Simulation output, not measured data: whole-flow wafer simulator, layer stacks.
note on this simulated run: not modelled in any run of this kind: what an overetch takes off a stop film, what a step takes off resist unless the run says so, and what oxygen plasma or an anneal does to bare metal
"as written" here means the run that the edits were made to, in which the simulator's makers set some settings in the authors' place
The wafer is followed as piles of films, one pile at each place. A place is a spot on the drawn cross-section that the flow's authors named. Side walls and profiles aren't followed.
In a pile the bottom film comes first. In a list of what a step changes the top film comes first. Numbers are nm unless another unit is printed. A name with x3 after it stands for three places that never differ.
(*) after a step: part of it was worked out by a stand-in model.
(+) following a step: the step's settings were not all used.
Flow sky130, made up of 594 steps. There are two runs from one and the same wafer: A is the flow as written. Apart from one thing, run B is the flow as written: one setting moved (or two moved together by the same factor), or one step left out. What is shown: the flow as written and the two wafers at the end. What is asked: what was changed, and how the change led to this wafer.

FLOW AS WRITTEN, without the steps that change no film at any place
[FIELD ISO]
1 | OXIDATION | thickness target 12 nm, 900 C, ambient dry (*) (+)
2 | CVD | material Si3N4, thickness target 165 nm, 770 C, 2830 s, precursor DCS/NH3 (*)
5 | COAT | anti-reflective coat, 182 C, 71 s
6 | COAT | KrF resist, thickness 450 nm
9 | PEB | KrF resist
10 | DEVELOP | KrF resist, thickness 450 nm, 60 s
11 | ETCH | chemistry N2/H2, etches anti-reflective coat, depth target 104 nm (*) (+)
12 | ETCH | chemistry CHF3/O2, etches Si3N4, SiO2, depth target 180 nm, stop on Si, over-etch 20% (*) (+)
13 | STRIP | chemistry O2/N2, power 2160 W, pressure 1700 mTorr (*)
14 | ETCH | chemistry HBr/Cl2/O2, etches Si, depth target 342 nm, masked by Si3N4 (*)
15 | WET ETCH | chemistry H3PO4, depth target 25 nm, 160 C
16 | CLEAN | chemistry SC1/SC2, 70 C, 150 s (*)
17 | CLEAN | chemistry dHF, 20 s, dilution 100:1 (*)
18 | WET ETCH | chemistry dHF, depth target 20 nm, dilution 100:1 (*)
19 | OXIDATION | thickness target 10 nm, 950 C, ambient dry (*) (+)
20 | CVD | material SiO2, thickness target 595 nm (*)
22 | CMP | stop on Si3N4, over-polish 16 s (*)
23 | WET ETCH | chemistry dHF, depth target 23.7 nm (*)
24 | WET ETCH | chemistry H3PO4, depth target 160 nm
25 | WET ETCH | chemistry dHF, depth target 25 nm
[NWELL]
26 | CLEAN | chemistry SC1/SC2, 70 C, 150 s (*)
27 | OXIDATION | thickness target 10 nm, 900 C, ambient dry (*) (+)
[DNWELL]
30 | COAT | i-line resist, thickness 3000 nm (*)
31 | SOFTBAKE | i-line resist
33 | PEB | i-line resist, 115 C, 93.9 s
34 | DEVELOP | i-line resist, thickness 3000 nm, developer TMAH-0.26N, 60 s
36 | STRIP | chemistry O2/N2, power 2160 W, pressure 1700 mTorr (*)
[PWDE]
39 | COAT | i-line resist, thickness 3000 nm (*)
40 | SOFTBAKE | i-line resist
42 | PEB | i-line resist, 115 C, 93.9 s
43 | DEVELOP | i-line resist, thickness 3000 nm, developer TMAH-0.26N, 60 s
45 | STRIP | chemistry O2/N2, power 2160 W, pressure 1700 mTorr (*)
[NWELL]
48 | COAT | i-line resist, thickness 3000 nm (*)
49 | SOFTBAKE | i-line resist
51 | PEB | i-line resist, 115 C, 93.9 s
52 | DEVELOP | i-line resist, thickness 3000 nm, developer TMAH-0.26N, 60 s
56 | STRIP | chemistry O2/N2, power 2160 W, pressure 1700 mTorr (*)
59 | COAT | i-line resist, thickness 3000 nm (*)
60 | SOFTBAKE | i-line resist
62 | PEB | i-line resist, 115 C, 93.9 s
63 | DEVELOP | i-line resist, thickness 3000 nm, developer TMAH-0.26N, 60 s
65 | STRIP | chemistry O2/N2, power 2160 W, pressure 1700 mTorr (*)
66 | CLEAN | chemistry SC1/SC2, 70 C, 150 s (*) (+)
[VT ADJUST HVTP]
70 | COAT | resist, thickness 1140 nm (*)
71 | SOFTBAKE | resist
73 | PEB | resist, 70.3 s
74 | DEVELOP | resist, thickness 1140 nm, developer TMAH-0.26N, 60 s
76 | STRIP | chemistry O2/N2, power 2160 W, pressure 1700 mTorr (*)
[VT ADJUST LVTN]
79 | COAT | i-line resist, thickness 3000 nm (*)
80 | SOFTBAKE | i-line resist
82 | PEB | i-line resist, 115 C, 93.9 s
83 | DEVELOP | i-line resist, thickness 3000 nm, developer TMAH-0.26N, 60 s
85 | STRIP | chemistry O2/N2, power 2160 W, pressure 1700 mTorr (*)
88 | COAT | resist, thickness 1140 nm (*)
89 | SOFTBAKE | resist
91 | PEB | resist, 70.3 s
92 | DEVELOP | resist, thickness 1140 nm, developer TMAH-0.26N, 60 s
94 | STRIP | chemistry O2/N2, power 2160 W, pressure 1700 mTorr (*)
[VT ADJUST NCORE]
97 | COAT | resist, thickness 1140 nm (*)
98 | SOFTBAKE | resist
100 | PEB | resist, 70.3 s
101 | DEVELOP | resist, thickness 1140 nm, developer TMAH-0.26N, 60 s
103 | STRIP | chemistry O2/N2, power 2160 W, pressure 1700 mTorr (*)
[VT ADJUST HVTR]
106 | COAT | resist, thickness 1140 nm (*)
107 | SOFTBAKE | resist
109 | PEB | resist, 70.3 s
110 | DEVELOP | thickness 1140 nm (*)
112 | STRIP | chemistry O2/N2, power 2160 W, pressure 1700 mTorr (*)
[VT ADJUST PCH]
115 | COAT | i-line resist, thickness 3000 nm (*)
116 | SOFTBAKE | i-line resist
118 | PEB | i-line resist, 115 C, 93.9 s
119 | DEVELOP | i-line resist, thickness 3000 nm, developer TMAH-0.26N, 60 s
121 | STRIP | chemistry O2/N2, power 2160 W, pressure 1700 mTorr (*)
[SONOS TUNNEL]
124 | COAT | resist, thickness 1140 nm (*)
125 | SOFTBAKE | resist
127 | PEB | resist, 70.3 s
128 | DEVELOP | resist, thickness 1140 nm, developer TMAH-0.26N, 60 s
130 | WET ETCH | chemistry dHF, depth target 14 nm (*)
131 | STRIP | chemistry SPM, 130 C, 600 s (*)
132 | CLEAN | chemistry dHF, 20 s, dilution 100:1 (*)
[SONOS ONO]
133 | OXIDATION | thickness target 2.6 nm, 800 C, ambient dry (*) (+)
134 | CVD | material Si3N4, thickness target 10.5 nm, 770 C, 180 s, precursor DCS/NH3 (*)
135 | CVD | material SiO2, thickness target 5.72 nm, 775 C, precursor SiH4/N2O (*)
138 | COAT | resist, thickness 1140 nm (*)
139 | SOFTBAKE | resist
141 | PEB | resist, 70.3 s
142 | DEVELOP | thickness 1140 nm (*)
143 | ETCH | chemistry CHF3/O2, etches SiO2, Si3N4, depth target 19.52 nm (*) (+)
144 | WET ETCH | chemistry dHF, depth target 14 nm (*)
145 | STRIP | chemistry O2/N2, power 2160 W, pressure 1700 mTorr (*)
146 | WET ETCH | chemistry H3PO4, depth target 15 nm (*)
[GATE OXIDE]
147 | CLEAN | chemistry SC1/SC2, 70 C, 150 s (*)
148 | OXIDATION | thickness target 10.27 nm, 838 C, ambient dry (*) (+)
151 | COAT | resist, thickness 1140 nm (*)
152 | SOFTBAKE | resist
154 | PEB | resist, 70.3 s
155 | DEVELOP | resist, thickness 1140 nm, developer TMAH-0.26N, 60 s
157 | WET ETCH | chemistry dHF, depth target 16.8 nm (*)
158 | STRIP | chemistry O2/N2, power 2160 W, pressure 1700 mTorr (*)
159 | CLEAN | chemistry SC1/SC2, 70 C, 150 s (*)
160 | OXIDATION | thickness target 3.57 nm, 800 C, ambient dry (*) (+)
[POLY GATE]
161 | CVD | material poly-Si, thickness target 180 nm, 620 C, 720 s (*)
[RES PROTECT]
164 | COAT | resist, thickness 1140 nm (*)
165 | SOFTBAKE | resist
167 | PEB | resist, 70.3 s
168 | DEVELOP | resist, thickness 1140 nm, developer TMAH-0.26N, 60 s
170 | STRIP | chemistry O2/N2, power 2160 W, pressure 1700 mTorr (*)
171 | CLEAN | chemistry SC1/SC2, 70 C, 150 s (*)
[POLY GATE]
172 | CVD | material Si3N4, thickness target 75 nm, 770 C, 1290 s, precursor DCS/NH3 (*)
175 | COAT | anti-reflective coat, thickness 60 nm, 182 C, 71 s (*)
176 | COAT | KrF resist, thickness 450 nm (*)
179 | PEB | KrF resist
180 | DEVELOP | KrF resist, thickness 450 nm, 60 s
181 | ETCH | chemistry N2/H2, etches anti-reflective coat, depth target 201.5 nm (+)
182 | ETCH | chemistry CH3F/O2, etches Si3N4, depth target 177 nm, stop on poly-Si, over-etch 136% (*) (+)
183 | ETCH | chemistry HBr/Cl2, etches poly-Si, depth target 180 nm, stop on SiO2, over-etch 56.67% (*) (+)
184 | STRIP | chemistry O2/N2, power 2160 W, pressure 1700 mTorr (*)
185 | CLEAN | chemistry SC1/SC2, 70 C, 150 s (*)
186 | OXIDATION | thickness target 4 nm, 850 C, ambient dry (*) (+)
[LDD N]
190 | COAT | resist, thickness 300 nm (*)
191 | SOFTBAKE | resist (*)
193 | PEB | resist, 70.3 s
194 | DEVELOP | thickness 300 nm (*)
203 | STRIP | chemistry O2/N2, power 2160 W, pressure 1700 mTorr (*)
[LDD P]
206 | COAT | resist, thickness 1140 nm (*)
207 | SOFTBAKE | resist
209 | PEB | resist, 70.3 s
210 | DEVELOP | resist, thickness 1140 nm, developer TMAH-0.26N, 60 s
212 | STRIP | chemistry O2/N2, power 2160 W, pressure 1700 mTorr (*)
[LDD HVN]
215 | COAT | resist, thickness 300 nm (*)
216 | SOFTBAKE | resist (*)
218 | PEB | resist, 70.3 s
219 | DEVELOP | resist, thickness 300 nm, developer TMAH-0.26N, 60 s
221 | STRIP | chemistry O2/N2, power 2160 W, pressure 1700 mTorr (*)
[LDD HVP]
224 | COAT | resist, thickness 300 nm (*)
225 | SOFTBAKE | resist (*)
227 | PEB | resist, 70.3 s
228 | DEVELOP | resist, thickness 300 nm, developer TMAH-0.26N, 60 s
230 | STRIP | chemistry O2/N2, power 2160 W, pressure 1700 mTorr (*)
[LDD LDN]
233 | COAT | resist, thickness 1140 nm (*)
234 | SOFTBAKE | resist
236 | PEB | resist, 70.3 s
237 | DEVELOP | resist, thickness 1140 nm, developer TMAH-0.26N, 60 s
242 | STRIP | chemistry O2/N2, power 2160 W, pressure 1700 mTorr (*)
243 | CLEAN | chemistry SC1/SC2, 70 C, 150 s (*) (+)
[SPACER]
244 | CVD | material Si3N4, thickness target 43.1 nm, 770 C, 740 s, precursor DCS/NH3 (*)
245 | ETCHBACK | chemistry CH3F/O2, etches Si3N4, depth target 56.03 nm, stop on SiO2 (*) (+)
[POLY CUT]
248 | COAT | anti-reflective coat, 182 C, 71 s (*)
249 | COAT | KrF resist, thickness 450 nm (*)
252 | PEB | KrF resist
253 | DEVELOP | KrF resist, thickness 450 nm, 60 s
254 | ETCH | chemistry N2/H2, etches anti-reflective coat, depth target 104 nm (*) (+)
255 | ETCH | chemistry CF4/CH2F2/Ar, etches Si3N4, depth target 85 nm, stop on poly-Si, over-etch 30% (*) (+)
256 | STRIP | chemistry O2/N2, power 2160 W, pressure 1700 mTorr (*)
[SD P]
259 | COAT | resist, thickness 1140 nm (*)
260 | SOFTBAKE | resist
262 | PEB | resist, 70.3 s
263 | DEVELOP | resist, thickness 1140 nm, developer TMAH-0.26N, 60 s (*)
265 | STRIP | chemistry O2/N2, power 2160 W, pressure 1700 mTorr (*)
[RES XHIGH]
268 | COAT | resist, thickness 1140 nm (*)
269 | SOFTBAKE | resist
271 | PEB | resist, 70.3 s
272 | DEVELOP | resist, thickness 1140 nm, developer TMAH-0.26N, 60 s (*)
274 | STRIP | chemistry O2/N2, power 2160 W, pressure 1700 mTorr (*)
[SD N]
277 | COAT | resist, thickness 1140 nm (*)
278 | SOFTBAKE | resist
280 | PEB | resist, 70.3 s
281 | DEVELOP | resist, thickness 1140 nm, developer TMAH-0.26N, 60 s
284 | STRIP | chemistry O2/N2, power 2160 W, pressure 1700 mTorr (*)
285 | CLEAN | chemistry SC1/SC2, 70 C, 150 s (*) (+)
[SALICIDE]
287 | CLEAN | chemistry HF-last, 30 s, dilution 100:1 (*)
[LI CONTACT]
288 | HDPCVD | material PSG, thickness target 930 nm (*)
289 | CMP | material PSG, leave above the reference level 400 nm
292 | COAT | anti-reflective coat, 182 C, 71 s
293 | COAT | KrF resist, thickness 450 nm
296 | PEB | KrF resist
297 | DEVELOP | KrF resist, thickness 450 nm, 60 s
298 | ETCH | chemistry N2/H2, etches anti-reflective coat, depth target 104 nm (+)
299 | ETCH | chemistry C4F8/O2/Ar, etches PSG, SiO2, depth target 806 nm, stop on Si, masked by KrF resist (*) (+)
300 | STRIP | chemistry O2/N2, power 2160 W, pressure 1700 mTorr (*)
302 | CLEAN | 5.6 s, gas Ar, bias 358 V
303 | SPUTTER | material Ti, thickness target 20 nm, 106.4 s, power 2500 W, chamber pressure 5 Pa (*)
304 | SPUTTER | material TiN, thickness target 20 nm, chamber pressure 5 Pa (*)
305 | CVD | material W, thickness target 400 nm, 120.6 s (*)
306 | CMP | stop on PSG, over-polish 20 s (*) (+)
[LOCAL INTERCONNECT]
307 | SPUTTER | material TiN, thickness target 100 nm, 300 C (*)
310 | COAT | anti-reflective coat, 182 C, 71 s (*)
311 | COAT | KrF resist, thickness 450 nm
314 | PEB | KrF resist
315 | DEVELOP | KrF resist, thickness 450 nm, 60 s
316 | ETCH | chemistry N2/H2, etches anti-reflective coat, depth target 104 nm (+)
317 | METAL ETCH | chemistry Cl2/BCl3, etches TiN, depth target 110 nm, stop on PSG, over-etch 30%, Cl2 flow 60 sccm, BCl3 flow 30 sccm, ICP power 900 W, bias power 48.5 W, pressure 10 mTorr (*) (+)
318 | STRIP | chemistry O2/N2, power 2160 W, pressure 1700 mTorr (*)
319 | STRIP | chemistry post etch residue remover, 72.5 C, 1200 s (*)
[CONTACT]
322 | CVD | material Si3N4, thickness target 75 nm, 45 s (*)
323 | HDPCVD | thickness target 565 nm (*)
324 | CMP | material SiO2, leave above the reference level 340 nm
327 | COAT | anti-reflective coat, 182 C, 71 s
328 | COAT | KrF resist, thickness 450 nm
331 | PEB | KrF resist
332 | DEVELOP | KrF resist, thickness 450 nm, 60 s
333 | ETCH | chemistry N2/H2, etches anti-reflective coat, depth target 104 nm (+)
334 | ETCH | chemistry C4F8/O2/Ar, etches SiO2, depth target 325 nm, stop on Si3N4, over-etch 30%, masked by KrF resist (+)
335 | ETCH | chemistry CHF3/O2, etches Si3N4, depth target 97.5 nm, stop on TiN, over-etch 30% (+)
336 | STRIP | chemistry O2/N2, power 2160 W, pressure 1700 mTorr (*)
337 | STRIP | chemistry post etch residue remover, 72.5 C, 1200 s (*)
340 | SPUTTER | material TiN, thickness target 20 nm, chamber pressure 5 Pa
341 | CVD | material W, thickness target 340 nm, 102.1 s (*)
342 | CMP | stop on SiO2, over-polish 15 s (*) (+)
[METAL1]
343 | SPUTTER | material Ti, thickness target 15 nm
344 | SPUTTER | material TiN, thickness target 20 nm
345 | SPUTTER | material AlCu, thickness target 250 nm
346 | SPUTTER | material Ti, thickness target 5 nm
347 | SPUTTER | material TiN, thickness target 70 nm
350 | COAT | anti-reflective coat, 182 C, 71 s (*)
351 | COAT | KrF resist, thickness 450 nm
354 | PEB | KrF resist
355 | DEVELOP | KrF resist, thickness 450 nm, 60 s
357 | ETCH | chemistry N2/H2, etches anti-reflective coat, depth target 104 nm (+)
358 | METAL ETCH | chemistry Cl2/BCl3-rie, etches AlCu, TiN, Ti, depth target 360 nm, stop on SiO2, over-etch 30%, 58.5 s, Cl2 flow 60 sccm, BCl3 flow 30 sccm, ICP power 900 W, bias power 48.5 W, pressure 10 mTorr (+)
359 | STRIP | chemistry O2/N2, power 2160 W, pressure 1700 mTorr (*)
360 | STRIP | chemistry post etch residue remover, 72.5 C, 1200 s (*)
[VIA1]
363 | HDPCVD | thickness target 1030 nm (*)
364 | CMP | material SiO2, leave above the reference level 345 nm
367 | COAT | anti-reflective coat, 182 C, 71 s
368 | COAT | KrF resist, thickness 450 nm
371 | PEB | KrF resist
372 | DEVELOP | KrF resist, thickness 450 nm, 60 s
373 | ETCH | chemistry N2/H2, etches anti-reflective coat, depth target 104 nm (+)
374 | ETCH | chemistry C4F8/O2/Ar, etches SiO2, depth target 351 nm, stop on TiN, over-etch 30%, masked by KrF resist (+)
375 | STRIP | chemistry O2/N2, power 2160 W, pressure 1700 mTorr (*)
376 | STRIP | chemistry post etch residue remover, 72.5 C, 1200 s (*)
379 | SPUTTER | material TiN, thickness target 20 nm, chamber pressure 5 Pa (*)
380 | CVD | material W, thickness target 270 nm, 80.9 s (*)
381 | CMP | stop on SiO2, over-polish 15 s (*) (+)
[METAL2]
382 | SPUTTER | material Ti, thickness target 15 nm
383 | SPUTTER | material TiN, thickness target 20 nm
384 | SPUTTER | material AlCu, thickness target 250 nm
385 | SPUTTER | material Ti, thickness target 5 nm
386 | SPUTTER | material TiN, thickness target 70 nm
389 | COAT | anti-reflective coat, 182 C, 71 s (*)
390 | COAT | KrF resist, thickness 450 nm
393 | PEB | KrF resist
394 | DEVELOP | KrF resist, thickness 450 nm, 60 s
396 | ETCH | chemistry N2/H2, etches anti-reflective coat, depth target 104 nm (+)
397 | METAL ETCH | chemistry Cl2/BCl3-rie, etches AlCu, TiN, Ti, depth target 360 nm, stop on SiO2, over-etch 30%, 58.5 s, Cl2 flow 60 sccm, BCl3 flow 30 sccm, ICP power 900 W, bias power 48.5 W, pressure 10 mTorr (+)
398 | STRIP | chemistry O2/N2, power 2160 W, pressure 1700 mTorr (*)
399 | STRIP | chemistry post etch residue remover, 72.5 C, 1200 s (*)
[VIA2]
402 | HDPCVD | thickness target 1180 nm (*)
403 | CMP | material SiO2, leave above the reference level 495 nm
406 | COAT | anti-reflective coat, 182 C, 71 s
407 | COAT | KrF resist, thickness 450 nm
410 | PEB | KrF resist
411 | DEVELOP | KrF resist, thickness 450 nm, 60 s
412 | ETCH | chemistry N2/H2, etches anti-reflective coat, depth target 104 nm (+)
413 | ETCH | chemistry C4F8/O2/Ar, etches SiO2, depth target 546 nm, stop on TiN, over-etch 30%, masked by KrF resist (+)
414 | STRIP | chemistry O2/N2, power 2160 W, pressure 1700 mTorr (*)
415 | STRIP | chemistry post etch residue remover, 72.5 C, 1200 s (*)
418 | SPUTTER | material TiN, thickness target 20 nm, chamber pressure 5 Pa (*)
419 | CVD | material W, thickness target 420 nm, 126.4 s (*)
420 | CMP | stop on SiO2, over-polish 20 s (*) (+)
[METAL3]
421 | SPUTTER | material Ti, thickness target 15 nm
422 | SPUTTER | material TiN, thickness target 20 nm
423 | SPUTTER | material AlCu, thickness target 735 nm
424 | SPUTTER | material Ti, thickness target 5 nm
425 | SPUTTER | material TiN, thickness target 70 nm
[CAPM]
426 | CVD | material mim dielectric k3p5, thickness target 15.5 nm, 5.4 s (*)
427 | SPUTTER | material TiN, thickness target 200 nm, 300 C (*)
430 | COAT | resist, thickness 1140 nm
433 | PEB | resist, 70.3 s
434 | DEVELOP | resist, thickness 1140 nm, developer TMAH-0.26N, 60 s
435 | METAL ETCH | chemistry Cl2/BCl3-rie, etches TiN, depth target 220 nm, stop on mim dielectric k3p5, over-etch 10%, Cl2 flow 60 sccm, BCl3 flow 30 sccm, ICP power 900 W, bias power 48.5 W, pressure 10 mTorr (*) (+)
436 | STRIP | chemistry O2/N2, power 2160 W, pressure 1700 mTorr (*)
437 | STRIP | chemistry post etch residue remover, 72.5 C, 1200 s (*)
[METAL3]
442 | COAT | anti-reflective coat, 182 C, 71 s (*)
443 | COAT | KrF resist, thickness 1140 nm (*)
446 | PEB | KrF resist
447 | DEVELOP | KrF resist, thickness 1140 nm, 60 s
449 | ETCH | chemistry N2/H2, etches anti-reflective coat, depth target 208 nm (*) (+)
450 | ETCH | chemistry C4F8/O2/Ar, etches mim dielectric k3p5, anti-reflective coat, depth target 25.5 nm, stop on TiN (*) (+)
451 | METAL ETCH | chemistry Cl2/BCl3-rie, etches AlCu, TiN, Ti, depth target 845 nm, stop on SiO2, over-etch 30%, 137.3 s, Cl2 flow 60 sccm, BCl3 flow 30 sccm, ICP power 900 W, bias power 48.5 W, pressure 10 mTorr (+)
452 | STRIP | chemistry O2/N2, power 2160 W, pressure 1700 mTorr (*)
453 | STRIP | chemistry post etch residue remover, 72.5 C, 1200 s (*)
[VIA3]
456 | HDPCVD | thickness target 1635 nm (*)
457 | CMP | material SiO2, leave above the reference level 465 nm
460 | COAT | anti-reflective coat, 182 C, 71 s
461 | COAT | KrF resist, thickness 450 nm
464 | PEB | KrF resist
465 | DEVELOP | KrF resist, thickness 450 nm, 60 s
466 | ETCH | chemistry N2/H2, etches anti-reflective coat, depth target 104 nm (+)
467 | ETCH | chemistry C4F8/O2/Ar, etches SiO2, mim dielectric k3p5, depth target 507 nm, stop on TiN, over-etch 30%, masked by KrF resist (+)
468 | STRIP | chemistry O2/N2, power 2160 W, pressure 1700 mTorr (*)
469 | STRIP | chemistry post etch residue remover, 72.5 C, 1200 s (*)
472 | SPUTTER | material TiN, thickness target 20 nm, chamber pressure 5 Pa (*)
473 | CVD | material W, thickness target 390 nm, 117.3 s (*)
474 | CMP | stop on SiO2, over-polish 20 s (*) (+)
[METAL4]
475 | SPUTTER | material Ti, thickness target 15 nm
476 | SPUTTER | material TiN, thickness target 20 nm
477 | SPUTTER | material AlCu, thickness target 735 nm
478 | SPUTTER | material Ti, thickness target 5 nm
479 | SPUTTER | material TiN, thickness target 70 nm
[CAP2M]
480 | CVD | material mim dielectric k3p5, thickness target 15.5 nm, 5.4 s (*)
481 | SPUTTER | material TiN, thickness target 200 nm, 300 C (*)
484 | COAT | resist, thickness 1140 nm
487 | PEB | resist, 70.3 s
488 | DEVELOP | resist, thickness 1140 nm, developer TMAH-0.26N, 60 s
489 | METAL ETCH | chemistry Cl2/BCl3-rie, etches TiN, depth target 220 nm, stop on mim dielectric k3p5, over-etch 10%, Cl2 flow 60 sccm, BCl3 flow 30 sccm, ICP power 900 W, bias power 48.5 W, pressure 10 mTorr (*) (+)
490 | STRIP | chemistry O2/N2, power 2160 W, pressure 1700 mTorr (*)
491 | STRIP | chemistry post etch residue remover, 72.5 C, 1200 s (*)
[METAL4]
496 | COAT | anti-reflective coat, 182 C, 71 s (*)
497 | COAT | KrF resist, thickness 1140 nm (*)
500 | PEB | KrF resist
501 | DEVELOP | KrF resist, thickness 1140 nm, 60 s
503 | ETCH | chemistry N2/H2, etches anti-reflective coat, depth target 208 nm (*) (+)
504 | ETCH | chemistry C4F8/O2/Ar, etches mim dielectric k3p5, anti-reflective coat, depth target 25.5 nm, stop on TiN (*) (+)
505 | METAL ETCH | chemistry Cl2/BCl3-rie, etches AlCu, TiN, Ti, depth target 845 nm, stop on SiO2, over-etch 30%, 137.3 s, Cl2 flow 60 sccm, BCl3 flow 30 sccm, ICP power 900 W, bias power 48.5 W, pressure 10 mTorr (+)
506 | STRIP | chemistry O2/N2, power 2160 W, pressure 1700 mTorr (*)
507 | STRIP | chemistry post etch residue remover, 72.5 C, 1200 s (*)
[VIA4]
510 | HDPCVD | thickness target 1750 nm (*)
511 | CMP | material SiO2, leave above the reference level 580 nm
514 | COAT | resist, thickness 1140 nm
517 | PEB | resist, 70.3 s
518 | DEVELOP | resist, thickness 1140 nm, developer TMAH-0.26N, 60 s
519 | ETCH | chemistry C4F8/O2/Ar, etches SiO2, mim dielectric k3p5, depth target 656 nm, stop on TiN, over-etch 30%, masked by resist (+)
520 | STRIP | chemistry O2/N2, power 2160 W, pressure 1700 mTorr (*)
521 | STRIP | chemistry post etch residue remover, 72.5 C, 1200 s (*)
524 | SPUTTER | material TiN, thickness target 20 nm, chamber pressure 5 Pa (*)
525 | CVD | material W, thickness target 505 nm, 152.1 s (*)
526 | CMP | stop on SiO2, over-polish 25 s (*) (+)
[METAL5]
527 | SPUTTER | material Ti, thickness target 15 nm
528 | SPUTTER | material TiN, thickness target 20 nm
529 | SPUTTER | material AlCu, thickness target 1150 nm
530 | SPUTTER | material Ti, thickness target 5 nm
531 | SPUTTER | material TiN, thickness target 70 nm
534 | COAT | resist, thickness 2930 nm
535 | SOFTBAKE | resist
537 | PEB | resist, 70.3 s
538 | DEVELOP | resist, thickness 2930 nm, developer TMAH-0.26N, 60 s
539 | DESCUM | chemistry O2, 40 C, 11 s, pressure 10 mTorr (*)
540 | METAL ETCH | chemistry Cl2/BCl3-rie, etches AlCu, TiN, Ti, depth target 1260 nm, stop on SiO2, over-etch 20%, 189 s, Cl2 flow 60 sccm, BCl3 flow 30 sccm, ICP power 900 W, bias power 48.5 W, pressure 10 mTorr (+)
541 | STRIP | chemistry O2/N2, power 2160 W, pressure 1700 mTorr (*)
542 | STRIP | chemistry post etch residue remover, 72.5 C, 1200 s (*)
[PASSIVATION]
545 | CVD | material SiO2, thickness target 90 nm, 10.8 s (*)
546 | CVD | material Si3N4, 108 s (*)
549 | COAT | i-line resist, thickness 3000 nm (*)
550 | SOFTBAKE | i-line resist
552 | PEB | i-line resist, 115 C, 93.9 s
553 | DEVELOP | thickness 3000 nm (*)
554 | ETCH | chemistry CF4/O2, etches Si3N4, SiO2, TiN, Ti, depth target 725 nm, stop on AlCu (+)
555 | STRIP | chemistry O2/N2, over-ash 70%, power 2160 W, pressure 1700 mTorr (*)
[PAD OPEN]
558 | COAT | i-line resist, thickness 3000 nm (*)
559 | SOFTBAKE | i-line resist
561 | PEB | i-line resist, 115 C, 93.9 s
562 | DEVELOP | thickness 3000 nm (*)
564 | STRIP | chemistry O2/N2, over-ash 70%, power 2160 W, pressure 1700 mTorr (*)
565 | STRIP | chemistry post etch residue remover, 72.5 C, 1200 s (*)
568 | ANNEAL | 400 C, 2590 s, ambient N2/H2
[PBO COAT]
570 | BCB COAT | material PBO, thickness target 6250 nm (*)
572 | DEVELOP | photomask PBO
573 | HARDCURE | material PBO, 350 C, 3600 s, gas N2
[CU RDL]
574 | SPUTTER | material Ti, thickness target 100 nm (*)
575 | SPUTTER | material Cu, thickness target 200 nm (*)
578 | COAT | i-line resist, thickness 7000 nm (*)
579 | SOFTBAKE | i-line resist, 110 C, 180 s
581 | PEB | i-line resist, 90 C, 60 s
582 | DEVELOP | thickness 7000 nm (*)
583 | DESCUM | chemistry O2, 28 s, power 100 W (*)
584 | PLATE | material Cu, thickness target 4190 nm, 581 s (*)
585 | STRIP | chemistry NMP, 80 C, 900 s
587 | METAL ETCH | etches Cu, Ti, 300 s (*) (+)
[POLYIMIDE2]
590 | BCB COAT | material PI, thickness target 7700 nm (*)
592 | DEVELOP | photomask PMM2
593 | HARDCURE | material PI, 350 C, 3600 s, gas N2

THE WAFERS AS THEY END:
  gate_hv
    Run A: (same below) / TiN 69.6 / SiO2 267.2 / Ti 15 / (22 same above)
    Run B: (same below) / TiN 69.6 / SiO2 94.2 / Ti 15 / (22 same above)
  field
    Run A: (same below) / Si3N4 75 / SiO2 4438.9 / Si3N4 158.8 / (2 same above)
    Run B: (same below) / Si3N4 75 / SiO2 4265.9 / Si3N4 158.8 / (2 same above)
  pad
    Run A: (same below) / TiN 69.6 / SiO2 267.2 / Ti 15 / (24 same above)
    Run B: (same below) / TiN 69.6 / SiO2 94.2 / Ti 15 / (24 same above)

Cause: step 364, CMP: leave above the reference level 172 nm was run, whereas the flow has leave above the reference level 345 nm.

The path from the change to this, step by step:
  364 | CMP | material SiO2, leave above the reference level 345 nm
      n_well, p_well, gate_hv and 100 more: A -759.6 SiO2 | B -932.6 SiO2
      field, active, gate and 81 more: A -389.1 SiO2 | B -562.1 SiO2
      (also at 4 further places)
  374 | ETCH | chemistry C4F8/O2/Ar, etches SiO2, depth target 351 nm, stop on TiN, over-etch 30%, masked by KrF resist (+)
      field, active, n_well and 186 more: A -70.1 KrF resist | B -25.2 KrF resist
      m1, via1_hole: A -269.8 SiO2 (all of it) | B -96.8 SiO2 (all of it)
  375 | STRIP | chemistry O2/N2, power 2160 W, pressure 1700 mTorr (*)
      field, active, n_well and 186 more: A -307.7 KrF resist (all of it), -80 anti-reflective coat (all of it) | B -352.7 KrF resist (all of it), -80 anti-reflective coat (all of it)
  379 | SPUTTER | material TiN, thickness target 20 nm, chamber pressure 5 Pa (*)
      m1: A +11 TiN | B +15.1 TiN
      via1_hole: A +10.9 TiN | B +15.1 TiN
  380 | CVD | material W, thickness target 270 nm, 80.9 s (*)
      m1: A +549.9 W (new film) | B +372.7 W (new film)
      via1_hole: A +549.9 W (new film) | B +372.8 W (new film)
